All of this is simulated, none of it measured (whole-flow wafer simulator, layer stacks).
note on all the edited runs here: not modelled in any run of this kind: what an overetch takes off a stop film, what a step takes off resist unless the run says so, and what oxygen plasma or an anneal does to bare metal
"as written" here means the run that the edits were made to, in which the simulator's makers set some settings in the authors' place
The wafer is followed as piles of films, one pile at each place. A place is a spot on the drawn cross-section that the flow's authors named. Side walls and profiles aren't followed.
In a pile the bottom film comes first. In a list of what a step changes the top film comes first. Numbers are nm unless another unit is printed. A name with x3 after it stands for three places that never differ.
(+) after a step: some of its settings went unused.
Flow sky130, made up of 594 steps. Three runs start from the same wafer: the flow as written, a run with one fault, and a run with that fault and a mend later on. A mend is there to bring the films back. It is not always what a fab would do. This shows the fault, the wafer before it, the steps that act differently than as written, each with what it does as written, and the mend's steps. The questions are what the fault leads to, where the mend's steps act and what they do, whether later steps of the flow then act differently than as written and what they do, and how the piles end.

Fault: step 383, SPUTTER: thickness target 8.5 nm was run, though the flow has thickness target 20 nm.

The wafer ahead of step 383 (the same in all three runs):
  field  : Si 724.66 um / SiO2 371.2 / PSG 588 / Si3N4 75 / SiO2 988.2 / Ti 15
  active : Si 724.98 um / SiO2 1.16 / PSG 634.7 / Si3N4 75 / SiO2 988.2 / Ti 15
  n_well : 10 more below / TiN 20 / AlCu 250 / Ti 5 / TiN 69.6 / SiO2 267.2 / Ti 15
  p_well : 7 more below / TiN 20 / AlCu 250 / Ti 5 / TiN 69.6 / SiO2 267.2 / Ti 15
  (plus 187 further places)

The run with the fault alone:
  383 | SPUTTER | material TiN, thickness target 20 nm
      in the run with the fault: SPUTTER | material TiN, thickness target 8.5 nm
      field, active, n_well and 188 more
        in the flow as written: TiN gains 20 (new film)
        in the run with the fault: TiN gains 8.5 (new film)
  Later steps of the flow acting differently than as written (8 more steps, not shown, differ only slightly: by at most 2% or 0.5 nm, whichever is larger):
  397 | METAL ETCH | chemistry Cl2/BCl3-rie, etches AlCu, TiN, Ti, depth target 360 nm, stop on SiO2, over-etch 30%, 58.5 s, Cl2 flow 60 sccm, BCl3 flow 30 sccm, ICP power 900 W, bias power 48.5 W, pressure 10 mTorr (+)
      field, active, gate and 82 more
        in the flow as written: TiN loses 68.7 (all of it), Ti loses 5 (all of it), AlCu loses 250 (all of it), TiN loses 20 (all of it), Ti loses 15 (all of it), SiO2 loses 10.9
        in the run with the fault: TiN loses 68.7 (all of it), Ti loses 5 (all of it), AlCu loses 250 (all of it), TiN loses 8.5 (all of it), Ti loses 15 (all of it), SiO2 loses 12.1
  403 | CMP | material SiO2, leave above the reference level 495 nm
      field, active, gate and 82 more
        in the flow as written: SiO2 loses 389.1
        in the run with the fault: SiO2 loses 399.4
  The piles end different from the flow's at n_well, p_well, gate_hv and 103 more by more than 2% or 0.5 nm, whichever is larger.
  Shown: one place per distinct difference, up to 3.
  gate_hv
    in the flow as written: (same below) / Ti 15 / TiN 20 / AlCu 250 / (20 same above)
    in the run with the fault: (same below) / Ti 15 / TiN 8.5 / AlCu 250 / (20 same above)
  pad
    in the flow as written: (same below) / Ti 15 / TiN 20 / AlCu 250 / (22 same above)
    in the run with the fault: (same below) / Ti 15 / TiN 8.5 / AlCu 250 / (22 same above)
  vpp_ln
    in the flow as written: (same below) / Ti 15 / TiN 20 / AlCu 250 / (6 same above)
    in the run with the fault: (same below) / Ti 15 / TiN 8.5 / AlCu 250 / (6 same above)

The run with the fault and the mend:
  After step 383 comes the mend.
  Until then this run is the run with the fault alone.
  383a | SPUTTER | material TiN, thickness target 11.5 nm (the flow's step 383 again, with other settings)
      field, active, n_well and 188 more
        TiN gains 11.5
  Later steps of the flow that are run all act as written at every place that is followed.
  The piles end the same as the flow's at every place that both follow.
